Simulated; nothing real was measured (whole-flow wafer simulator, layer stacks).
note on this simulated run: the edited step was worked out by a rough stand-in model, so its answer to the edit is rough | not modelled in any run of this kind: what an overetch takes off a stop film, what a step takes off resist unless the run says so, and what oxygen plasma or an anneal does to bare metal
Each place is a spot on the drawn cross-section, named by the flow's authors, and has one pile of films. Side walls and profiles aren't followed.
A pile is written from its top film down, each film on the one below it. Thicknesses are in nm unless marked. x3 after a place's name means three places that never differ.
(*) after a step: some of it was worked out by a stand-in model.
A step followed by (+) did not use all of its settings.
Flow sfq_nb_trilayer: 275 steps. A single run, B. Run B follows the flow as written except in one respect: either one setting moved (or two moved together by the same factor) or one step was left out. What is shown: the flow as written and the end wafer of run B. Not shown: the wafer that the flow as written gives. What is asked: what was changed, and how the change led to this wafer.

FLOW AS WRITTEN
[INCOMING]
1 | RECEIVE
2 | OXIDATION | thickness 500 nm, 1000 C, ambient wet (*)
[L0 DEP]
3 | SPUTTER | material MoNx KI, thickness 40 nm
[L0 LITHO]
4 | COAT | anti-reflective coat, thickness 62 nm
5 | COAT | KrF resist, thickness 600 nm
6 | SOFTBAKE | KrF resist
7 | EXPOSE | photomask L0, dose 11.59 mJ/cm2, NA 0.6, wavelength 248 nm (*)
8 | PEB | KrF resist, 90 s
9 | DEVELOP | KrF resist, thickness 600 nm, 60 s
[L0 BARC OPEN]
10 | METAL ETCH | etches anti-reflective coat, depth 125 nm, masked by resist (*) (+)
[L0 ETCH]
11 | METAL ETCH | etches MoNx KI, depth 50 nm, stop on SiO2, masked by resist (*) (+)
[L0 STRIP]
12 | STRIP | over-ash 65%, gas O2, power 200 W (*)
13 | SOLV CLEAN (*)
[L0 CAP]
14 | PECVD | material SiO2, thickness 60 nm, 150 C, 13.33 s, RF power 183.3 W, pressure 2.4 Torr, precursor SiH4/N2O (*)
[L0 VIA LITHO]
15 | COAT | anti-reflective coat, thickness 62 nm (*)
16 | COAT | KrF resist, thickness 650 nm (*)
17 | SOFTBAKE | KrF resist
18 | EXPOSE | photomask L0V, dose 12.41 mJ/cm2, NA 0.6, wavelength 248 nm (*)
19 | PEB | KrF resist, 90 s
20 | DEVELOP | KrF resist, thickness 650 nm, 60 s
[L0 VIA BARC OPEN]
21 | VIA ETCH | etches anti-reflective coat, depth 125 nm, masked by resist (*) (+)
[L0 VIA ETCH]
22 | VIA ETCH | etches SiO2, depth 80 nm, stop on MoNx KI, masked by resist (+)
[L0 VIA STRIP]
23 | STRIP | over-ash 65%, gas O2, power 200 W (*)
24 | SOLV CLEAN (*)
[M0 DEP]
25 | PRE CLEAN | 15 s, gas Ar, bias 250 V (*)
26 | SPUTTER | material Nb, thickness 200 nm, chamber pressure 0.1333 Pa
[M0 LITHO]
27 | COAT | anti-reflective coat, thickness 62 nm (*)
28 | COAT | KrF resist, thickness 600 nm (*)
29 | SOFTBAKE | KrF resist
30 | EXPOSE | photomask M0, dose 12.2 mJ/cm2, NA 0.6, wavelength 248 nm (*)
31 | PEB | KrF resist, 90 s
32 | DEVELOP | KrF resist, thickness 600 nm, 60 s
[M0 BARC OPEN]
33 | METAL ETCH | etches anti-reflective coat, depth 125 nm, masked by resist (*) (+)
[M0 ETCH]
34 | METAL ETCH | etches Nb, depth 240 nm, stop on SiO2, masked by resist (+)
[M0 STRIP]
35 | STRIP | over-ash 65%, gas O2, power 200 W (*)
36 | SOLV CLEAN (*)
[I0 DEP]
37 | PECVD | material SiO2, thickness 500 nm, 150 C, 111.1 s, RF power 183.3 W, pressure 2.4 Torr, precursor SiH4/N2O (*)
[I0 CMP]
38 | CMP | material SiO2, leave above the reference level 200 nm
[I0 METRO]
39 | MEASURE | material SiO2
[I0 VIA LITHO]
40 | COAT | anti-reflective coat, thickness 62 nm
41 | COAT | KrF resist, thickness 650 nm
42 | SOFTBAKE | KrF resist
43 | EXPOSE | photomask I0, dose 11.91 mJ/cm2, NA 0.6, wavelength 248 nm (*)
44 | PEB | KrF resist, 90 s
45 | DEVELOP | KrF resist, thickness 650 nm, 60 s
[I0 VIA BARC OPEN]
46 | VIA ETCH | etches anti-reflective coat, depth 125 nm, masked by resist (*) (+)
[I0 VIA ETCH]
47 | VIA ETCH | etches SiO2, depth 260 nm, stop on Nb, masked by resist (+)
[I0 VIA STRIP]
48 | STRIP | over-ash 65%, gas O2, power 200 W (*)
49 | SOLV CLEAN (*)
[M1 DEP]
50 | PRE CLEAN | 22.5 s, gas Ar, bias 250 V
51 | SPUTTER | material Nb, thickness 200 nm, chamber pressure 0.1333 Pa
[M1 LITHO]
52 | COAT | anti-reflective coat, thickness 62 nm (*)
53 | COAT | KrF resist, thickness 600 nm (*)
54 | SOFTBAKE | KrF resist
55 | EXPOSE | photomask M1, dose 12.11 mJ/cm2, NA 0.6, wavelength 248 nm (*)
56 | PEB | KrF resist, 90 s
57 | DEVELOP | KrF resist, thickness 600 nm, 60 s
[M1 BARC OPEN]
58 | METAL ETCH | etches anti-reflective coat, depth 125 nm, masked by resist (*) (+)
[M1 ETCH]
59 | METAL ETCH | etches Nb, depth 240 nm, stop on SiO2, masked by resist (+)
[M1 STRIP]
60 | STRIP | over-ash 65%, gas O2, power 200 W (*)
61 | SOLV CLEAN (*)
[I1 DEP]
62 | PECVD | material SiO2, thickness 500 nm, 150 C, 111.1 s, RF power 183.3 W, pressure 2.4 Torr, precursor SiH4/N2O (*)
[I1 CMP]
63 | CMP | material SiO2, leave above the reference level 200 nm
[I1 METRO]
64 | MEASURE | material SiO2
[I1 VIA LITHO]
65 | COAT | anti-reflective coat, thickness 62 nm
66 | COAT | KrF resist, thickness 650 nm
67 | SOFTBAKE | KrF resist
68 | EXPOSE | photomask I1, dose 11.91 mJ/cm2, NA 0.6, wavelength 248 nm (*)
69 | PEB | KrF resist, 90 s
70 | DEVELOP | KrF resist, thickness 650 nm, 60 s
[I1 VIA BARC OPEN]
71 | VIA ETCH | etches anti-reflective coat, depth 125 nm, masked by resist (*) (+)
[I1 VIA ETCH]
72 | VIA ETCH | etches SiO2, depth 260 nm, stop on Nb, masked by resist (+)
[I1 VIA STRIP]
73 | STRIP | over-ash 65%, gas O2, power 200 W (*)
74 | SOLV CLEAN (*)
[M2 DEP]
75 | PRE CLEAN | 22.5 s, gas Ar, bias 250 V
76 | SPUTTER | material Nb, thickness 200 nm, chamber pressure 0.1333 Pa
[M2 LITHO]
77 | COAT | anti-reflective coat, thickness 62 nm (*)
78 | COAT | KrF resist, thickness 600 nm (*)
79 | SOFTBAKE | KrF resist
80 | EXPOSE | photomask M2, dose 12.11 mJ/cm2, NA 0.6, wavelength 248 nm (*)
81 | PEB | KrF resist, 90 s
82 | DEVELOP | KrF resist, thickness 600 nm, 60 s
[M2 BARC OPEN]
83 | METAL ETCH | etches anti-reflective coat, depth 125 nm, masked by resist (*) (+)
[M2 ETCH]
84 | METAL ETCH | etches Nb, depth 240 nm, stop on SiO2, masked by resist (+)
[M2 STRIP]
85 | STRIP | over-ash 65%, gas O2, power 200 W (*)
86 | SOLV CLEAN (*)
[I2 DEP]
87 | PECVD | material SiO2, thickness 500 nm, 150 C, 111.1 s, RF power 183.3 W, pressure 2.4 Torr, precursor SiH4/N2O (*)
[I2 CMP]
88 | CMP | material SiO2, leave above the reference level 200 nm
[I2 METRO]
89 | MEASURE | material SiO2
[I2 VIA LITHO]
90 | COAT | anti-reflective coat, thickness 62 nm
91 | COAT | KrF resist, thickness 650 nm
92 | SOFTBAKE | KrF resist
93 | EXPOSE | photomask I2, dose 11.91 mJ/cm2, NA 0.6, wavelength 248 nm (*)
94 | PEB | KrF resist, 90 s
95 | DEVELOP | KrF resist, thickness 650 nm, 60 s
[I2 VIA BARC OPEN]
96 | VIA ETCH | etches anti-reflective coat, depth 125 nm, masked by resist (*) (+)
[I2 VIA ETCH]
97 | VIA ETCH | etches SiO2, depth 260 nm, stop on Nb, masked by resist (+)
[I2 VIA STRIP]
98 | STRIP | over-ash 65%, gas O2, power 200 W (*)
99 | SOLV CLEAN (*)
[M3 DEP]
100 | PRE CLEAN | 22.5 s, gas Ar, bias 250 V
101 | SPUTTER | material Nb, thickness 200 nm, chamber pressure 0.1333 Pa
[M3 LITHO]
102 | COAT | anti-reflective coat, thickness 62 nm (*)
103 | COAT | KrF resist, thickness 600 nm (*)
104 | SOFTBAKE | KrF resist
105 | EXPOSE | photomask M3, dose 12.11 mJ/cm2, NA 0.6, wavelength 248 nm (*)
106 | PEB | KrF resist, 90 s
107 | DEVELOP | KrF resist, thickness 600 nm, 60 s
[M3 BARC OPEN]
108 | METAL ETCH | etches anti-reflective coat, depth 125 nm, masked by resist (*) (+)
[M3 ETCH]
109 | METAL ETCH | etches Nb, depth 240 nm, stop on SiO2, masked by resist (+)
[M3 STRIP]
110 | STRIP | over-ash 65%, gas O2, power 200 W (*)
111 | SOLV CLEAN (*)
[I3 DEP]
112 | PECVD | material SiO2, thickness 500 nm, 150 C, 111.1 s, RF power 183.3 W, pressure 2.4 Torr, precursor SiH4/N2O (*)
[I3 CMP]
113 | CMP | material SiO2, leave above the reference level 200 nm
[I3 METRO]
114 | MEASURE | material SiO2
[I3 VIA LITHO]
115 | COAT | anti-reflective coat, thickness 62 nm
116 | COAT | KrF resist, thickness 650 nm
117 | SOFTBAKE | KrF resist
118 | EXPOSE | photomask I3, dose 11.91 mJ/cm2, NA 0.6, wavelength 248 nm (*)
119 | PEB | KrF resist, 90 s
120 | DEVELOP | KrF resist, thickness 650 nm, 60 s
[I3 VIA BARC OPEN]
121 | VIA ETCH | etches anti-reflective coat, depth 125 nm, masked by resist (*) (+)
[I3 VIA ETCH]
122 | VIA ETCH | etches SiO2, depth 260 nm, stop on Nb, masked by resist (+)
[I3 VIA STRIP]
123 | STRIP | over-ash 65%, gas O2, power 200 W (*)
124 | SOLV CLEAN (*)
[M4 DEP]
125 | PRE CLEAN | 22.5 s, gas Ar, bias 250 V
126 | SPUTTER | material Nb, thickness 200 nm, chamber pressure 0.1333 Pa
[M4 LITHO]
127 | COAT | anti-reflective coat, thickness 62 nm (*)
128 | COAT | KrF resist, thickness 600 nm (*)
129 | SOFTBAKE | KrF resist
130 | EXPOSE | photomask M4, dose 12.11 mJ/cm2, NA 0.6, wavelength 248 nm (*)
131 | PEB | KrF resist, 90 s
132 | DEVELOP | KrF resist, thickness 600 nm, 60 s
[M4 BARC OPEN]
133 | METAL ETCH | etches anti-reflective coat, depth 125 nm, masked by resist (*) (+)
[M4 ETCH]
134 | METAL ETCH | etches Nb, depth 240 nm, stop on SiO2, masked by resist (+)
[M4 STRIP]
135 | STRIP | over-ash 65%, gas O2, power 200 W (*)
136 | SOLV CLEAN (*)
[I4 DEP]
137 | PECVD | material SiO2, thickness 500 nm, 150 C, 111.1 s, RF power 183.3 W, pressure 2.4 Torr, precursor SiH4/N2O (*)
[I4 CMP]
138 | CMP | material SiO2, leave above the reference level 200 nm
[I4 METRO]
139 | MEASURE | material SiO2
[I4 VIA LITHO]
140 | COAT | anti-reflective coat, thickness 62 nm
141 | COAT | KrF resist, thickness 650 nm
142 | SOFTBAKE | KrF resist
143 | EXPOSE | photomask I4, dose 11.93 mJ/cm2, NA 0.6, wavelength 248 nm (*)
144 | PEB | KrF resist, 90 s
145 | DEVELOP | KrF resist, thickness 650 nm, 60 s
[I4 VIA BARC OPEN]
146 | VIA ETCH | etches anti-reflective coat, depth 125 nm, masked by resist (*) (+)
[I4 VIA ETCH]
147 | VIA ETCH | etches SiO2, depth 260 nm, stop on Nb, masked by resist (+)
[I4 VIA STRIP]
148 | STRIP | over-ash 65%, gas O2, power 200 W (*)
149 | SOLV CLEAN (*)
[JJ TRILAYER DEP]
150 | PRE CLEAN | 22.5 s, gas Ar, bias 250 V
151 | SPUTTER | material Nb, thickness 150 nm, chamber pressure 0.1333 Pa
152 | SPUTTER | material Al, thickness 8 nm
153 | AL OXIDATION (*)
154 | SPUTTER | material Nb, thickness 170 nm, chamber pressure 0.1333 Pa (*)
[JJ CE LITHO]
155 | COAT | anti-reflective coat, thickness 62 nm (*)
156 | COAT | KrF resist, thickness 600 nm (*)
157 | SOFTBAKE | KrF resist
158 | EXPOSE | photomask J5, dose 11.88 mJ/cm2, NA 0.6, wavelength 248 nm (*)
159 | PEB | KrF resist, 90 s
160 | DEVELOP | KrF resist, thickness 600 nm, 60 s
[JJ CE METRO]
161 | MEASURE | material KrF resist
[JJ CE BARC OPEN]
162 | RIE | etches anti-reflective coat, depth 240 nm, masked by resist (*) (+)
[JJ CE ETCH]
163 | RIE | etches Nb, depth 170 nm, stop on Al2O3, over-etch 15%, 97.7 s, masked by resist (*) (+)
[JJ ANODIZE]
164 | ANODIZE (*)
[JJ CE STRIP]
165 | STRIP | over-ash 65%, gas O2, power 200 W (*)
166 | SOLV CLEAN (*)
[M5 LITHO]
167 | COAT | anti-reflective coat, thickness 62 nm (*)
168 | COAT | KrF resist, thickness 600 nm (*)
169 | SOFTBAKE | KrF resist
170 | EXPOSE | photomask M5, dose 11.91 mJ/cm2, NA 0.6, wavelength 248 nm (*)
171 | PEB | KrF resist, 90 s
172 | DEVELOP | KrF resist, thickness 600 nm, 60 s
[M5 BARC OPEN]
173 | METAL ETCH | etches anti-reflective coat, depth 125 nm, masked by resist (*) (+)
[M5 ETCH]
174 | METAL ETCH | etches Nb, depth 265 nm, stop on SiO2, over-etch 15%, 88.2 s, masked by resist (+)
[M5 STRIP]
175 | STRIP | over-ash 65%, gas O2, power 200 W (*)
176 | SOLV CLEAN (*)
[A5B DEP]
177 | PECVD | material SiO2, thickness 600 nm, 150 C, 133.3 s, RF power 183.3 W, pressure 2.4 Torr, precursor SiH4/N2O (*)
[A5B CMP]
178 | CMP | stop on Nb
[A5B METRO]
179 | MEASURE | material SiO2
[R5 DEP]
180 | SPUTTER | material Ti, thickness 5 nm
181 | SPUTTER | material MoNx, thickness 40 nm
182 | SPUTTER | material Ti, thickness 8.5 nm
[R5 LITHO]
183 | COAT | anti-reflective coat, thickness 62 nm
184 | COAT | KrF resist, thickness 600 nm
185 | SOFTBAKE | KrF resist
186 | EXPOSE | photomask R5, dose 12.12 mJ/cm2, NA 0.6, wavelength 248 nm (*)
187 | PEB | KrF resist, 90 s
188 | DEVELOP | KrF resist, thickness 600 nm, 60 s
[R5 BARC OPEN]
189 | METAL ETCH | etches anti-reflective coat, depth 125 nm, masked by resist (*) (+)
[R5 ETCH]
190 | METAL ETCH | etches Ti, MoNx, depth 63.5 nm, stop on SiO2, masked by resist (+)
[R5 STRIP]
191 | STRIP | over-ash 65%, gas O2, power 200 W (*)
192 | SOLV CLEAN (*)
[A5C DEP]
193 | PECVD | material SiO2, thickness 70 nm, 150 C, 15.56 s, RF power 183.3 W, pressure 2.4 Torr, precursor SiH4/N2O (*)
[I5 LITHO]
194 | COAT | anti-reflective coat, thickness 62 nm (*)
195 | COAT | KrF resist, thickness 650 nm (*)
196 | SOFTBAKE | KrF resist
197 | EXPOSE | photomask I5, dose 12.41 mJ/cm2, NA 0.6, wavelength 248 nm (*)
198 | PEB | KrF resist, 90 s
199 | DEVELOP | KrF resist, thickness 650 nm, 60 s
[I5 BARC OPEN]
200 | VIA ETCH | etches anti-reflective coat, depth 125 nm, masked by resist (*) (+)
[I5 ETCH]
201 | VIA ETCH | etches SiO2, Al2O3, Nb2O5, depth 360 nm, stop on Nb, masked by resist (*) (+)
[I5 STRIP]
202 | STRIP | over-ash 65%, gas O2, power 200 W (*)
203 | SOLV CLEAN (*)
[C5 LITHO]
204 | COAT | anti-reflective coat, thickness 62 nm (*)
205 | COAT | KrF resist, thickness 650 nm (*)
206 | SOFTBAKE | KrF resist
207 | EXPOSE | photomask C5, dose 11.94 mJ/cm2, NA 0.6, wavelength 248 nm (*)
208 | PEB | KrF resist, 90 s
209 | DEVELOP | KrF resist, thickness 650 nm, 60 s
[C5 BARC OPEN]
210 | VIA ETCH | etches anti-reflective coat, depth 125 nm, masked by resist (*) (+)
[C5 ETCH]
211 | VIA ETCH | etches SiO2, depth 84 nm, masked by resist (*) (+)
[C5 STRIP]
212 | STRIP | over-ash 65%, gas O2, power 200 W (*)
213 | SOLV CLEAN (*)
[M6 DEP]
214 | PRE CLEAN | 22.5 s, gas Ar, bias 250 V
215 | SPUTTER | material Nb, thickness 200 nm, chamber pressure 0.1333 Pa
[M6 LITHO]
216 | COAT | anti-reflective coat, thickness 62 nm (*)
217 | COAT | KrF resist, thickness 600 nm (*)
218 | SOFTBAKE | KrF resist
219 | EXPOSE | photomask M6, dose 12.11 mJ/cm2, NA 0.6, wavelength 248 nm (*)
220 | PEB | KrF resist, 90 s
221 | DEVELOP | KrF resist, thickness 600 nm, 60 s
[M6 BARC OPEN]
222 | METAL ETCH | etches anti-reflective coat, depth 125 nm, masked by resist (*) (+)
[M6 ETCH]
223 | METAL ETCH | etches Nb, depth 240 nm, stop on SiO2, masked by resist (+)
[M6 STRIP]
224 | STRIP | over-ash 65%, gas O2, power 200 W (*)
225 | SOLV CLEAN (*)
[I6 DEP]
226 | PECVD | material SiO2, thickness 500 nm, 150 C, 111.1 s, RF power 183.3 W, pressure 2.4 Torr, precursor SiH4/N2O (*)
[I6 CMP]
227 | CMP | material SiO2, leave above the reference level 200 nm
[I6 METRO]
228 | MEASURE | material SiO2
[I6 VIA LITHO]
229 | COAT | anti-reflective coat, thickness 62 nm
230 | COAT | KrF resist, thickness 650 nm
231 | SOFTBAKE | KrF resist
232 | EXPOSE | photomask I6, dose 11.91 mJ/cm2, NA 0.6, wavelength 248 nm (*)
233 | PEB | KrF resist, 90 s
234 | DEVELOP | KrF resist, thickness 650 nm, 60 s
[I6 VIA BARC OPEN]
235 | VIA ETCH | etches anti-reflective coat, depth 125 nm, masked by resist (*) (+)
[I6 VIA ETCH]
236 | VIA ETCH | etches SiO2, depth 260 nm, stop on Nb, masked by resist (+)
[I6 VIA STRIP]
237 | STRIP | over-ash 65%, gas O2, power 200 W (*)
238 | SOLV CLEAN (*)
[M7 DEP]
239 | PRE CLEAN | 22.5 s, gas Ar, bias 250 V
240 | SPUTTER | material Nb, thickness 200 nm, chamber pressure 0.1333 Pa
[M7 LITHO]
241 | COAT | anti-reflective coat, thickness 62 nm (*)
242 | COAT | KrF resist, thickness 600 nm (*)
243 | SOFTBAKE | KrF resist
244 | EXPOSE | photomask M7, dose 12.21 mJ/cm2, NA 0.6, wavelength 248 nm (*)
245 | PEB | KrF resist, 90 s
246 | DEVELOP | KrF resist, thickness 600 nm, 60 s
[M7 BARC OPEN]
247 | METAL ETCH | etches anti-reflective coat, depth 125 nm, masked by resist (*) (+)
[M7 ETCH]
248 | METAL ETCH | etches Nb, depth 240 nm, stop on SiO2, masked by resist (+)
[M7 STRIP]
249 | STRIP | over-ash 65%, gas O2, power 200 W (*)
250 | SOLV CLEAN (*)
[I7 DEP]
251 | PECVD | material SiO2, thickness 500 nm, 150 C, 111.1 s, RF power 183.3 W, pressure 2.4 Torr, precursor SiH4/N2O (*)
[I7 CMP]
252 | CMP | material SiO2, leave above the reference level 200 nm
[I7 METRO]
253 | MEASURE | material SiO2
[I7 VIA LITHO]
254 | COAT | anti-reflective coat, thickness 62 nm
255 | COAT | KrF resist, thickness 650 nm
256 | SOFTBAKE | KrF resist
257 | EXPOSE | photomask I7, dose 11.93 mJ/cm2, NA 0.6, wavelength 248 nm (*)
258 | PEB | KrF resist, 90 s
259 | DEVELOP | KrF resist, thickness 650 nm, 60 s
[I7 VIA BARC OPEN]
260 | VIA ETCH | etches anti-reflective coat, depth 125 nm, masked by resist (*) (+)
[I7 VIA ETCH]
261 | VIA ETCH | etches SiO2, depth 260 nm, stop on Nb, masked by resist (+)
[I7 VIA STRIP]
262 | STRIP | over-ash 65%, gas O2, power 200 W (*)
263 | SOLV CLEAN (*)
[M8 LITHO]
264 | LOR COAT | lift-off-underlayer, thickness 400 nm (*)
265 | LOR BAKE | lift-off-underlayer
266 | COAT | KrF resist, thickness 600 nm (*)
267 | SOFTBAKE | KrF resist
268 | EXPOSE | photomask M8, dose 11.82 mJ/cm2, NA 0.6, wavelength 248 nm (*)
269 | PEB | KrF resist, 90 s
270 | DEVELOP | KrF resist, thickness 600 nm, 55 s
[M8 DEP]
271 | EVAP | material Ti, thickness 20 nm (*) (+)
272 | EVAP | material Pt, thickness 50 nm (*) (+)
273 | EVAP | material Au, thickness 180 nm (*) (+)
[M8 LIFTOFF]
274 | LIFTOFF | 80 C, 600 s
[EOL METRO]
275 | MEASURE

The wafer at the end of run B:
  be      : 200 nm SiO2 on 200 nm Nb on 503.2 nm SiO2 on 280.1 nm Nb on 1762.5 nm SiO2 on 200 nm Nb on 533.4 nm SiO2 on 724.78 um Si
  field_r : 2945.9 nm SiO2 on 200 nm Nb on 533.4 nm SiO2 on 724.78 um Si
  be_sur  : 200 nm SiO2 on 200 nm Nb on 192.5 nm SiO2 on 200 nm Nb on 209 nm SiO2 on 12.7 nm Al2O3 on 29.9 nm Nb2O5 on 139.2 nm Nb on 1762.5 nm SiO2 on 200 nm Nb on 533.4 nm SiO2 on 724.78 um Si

Cause: step 14, PECVD: thickness 38.4 nm was run, though the flow has thickness 60 nm; step 14, PECVD: 8.533 s was run, where the flow has 13.33 s.

How this came from the change, step by step:
  14 | PECVD | material SiO2, thickness 60 nm, 150 C, 13.33 s, RF power 183.3 W, pressure 2.4 Torr, precursor SiH4/N2O (*)
      v_sur, via_wl, via_w and 97 more: SiO2 gains 38.4 (in the flow as written it would be: SiO2 gains 60)
      field_l, l0_sur, l0v, l0r_line_l, l0r_line_c, l0r_line_r: SiO2 gains 38.4 (new film) (in the flow as written it would be: SiO2 gains 60 (new film))
  22 | VIA ETCH | etches SiO2, depth 80 nm, stop on MoNx KI, masked by resist (+)
      field_l, v_sur, via_wl and 102 more: KrF resist loses 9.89 (in the flow as written it would be: KrF resist loses 13.8)
      l0v: SiO2 loses 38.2 (all of it) (in the flow as written it would be: SiO2 loses 59.8 (all of it))
  26 | SPUTTER | material Nb, thickness 200 nm, chamber pressure 0.1333 Pa
      l0v: Nb gains 200 (new film) (in the flow as written it would be: Nb gains 195.7 (new film))
  27 | COAT | anti-reflective coat, thickness 62 nm (*)
      l0_sur: anti-reflective coat gains 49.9 (new film) (in the flow as written it would be: anti-reflective coat gains 47.5 (new film))
      l0v: anti-reflective coat gains 71.1 (new film) (in the flow as written it would be: anti-reflective coat gains 78 (new film))
  28 | COAT | KrF resist, thickness 600 nm (*)
      l0v: KrF resist gains 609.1 (new film) (in the flow as written it would be: KrF resist gains 622.9 (new film))
  35 | STRIP | over-ash 65%, gas O2, power 200 W (*)
      l0_sur: KrF resist loses 373.4 (all of it), anti-reflective coat loses 49.9 (all of it) (in the flow as written it would be: KrF resist loses 372 (all of it), anti-reflective coat loses 47.5 (all of it))
      l0v: KrF resist loses 391.5 (all of it), anti-reflective coat loses 71.1 (all of it) (in the flow as written it would be: KrF resist loses 405.3 (all of it), anti-reflective coat loses 78 (all of it))
  38 | CMP | material SiO2, leave above the reference level 200 nm
      l0v: SiO2 loses 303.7 (in the flow as written it would be: SiO2 loses 277.8)
